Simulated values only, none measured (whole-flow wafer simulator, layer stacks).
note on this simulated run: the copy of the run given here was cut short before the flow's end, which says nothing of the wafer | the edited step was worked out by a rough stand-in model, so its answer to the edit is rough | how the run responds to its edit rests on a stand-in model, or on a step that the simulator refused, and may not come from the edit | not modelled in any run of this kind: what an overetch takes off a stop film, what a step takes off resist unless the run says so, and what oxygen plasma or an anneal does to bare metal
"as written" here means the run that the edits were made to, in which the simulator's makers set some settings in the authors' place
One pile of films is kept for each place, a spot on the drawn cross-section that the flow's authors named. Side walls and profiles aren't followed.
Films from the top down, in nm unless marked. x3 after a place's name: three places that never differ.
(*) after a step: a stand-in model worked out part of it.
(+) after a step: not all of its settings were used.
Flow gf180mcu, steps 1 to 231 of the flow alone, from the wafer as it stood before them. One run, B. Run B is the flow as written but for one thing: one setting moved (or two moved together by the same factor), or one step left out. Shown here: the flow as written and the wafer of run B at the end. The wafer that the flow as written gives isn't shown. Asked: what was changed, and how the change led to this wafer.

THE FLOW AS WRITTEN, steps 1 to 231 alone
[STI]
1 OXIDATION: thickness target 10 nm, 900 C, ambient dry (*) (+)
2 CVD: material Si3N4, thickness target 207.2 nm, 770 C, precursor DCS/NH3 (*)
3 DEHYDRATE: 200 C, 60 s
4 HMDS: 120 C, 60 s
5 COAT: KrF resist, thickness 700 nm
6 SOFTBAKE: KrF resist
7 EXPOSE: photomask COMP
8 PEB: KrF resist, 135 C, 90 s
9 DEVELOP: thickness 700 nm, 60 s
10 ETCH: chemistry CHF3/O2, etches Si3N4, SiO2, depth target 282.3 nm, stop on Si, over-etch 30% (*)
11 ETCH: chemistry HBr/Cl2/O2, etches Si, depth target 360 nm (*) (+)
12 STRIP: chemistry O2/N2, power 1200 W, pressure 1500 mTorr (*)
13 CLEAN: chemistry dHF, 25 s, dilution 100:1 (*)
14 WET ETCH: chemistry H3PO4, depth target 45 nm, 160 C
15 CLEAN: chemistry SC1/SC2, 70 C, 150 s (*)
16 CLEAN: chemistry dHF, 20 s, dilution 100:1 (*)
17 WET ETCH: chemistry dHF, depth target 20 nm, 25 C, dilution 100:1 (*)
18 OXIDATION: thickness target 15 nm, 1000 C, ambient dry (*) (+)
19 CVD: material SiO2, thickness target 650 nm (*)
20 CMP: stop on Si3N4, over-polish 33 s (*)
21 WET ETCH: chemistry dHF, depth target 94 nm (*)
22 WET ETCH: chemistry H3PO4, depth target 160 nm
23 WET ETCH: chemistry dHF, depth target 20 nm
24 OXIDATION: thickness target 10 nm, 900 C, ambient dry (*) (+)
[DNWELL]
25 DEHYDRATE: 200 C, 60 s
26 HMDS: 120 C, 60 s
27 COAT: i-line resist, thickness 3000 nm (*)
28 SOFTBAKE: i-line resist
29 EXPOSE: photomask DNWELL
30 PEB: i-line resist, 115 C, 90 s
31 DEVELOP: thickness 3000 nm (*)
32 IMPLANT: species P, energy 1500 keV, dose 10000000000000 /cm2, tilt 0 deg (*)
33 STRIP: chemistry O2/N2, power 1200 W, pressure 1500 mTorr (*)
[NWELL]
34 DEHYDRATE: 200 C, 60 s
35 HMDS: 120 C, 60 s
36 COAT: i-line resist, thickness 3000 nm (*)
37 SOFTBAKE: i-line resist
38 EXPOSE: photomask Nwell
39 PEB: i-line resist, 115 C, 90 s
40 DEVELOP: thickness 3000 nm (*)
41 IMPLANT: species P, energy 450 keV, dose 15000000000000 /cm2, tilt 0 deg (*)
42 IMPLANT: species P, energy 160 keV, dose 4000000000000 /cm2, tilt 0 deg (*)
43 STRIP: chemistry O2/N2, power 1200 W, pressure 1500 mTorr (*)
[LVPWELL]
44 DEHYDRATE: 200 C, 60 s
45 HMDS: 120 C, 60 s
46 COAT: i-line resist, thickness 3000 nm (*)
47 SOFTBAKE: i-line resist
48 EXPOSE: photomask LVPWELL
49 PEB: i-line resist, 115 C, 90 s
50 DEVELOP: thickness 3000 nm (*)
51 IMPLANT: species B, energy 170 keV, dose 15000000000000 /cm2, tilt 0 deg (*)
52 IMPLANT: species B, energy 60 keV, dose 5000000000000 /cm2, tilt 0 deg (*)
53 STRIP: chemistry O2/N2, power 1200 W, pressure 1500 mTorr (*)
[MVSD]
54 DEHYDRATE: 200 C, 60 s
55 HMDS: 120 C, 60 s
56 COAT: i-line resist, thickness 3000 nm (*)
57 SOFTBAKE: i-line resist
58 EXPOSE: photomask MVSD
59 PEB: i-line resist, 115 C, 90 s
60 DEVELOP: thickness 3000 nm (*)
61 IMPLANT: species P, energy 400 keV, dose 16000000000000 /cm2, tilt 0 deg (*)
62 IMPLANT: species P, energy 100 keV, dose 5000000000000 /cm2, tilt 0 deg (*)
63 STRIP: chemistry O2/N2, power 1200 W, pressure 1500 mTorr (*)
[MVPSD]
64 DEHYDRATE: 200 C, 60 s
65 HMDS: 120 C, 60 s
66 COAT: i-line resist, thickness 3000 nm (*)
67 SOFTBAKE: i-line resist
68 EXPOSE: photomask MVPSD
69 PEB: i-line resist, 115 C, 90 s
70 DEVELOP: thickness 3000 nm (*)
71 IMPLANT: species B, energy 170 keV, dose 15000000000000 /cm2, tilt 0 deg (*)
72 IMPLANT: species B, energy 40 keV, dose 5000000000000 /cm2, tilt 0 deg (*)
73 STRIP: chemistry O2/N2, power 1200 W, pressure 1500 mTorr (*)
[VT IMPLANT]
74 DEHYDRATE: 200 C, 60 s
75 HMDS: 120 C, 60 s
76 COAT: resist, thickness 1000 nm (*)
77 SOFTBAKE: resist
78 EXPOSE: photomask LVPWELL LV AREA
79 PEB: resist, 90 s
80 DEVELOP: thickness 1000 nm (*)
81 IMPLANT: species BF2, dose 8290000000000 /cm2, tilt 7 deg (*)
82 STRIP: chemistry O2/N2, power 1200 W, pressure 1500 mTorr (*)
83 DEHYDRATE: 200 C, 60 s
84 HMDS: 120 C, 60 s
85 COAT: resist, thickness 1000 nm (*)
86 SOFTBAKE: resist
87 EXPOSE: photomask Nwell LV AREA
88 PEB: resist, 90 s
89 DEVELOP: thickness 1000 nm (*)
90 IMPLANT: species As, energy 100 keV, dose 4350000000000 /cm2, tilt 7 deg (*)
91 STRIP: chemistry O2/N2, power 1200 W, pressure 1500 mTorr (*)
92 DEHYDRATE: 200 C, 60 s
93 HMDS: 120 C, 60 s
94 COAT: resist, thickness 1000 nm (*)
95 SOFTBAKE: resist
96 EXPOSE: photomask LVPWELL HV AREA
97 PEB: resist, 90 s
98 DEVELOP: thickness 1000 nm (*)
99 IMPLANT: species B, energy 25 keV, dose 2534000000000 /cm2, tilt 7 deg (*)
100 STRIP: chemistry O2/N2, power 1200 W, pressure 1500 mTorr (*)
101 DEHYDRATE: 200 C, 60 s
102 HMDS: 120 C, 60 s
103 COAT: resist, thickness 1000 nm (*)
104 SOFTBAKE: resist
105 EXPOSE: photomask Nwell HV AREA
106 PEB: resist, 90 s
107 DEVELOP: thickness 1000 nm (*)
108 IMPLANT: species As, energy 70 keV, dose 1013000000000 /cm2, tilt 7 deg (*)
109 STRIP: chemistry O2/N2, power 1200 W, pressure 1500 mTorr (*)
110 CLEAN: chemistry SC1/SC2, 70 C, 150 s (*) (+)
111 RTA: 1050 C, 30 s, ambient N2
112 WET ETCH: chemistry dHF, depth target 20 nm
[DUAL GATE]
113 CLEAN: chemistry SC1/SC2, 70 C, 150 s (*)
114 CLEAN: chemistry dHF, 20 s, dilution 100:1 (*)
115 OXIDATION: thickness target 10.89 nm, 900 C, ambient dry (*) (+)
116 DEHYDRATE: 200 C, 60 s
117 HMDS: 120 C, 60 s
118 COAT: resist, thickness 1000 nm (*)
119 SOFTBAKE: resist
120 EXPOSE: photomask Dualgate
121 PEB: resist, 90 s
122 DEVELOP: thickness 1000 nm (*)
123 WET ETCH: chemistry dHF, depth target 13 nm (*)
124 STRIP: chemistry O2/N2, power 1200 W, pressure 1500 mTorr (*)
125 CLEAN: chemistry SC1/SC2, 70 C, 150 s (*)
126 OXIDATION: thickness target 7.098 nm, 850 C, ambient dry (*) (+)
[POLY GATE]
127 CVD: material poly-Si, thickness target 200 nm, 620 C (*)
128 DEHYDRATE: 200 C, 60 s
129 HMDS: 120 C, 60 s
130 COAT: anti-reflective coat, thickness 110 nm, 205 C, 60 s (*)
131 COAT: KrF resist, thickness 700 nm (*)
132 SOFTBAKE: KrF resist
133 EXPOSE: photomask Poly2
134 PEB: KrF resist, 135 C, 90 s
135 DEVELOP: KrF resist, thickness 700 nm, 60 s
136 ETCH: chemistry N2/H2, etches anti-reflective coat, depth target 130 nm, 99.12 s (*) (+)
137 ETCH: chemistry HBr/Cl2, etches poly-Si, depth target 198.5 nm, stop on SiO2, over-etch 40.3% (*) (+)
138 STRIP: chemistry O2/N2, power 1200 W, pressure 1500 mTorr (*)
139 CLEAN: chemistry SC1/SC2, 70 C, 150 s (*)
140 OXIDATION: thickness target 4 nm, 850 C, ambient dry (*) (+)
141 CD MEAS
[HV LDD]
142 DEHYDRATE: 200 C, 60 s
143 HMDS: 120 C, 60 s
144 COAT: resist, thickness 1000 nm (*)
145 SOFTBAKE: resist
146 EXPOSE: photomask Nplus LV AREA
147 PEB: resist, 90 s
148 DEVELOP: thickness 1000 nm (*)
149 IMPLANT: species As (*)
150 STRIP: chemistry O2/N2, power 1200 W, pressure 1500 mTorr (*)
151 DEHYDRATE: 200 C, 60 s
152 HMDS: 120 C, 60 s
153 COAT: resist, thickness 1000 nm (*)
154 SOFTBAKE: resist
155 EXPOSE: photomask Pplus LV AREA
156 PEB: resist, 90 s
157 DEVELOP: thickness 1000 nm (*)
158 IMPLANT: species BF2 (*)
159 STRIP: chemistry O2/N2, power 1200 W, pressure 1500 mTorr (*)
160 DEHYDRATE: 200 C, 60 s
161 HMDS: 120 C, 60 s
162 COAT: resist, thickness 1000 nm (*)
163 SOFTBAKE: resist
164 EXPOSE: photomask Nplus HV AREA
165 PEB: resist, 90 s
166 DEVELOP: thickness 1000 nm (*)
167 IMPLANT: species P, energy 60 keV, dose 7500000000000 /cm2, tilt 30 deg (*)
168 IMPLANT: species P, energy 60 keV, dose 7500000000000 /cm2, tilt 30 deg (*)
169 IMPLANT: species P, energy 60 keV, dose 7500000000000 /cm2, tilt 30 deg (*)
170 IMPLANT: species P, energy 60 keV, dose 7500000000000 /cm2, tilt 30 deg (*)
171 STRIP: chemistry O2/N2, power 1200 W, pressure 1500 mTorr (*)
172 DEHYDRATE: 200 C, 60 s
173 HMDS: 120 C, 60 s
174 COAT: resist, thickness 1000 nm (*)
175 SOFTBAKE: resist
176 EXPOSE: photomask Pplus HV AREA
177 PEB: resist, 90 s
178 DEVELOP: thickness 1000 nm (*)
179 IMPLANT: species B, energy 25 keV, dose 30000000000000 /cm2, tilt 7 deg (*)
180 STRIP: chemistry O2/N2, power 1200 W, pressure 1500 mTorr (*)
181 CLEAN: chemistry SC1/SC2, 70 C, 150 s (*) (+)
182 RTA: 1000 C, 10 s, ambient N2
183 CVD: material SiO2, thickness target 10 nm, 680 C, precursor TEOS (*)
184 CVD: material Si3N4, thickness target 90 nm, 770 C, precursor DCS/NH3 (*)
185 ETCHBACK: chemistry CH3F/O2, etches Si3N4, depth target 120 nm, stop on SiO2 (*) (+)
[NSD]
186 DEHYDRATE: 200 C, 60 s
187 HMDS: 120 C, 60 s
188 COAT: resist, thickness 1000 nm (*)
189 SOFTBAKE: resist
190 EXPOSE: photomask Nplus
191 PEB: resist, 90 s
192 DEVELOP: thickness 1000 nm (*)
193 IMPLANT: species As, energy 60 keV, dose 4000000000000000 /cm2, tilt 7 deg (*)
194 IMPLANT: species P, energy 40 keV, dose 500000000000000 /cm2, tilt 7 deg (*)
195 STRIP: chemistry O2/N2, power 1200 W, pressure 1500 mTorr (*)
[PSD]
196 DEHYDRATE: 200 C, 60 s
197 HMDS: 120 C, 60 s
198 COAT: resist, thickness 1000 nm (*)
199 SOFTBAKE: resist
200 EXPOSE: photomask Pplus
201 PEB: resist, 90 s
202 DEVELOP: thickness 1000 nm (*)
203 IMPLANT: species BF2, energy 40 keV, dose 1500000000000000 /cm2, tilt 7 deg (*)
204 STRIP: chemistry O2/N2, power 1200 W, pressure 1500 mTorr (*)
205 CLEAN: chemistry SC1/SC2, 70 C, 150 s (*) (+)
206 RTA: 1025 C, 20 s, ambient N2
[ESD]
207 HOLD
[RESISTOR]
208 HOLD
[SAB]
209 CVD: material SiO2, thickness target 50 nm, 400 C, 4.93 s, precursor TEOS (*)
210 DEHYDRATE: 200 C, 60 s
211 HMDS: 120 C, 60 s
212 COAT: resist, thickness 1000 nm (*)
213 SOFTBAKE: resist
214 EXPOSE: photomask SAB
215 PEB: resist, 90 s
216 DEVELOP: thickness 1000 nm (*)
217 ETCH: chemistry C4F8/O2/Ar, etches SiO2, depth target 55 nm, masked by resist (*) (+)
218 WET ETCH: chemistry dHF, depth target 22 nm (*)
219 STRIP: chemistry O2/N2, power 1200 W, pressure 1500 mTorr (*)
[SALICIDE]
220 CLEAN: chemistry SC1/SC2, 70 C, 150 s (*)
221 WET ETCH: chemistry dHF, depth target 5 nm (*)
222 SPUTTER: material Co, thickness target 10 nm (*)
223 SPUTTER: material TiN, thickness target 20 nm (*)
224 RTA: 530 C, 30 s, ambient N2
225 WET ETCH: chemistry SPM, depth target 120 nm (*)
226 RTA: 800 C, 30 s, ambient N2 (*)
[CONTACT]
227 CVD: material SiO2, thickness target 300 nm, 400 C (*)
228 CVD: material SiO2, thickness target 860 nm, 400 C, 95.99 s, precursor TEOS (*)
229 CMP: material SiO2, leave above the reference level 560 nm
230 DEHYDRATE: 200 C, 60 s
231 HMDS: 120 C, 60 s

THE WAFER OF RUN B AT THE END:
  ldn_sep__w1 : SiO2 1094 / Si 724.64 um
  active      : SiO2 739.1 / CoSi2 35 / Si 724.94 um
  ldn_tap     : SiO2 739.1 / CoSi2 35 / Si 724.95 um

The cause: step 228, CVD: 48 s was run, where the flow has 95.99 s.

How the change led to this, step by step:
  228 CVD: material SiO2, thickness target 860 nm, 400 C, 95.99 s, precursor TEOS (*)
      field, field__w7, field__w8 and 70 more: SiO2 +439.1 (as written it would be: SiO2 +860)
      field__w3, field__w12: SiO2 +415.9 (as written it would be: SiO2 +807.3)
      (and at 36 more places)
  229 CMP: material SiO2, leave above the reference level 560 nm
      ldn_sep__w1, ldn_sep__w2, ldn_dft and 8 more: nothing (as written it would be: SiO2 -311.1)
      active, p_well, sd_n, iso_ptap_pw, iso_ntap_nw, iso_ptap_sub, vpnp_e: nothing (as written it would be: SiO2 -299.9)
      (and at 93 more places)
